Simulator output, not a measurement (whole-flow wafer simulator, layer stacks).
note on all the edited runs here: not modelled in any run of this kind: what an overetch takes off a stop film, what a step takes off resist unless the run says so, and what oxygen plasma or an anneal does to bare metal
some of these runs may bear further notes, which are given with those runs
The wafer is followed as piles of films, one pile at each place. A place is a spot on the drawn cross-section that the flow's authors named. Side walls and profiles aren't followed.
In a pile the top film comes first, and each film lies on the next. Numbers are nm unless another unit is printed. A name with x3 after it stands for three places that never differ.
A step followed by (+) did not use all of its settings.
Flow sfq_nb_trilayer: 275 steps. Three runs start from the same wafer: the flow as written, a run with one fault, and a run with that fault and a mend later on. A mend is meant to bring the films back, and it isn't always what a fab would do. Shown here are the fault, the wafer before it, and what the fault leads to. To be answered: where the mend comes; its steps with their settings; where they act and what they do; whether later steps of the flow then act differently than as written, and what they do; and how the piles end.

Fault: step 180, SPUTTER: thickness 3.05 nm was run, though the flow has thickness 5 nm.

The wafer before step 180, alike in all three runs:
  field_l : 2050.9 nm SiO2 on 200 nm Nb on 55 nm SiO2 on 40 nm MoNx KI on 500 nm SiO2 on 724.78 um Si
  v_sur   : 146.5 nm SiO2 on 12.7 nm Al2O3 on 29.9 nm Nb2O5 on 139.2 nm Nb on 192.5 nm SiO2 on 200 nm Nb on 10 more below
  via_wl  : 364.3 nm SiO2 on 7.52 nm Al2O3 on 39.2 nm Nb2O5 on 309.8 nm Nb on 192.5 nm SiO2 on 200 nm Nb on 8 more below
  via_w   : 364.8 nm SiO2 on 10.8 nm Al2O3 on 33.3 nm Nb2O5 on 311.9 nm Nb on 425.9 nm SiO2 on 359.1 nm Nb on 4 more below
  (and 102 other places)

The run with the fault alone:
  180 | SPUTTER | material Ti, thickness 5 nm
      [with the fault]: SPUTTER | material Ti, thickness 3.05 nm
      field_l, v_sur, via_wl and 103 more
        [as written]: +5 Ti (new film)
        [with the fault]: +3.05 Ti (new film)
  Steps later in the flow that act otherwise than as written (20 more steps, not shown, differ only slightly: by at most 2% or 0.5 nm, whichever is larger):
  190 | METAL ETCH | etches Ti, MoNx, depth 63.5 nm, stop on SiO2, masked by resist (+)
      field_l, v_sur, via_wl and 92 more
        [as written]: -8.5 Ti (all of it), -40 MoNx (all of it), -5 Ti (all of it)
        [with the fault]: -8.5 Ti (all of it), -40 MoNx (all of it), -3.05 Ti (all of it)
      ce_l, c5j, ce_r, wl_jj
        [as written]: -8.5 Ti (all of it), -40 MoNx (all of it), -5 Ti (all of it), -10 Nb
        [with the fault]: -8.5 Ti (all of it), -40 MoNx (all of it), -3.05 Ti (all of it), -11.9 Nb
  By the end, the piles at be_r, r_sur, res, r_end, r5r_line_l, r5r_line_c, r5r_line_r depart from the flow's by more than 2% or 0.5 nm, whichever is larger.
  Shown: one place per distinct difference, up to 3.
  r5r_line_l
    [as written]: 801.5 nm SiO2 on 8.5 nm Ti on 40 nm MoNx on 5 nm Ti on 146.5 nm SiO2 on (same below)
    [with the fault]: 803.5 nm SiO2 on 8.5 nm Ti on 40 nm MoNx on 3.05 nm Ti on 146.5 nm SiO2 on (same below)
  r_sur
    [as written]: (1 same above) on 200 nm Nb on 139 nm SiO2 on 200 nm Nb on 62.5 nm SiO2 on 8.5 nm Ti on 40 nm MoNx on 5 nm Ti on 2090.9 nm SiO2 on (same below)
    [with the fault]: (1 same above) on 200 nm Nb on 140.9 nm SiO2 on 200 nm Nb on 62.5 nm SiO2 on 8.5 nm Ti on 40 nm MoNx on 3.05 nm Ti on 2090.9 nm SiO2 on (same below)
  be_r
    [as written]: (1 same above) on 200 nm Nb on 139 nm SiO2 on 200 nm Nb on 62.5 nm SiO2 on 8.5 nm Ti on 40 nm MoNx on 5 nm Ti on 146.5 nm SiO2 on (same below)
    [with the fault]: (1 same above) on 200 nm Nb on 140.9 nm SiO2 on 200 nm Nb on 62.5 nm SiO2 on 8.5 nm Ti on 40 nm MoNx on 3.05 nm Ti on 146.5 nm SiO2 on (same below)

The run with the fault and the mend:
  The mend follows step 180.
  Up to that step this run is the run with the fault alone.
  180a | SPUTTER | material Ti, thickness 1.95 nm (the flow's step 180 again, with other settings)
      field_l, v_sur, via_wl and 103 more
        +1.95 Ti
  None of the later steps of the flow acts differently than as written at any place that is followed.
  By the end, the piles equal the flow's at every place that both follow.
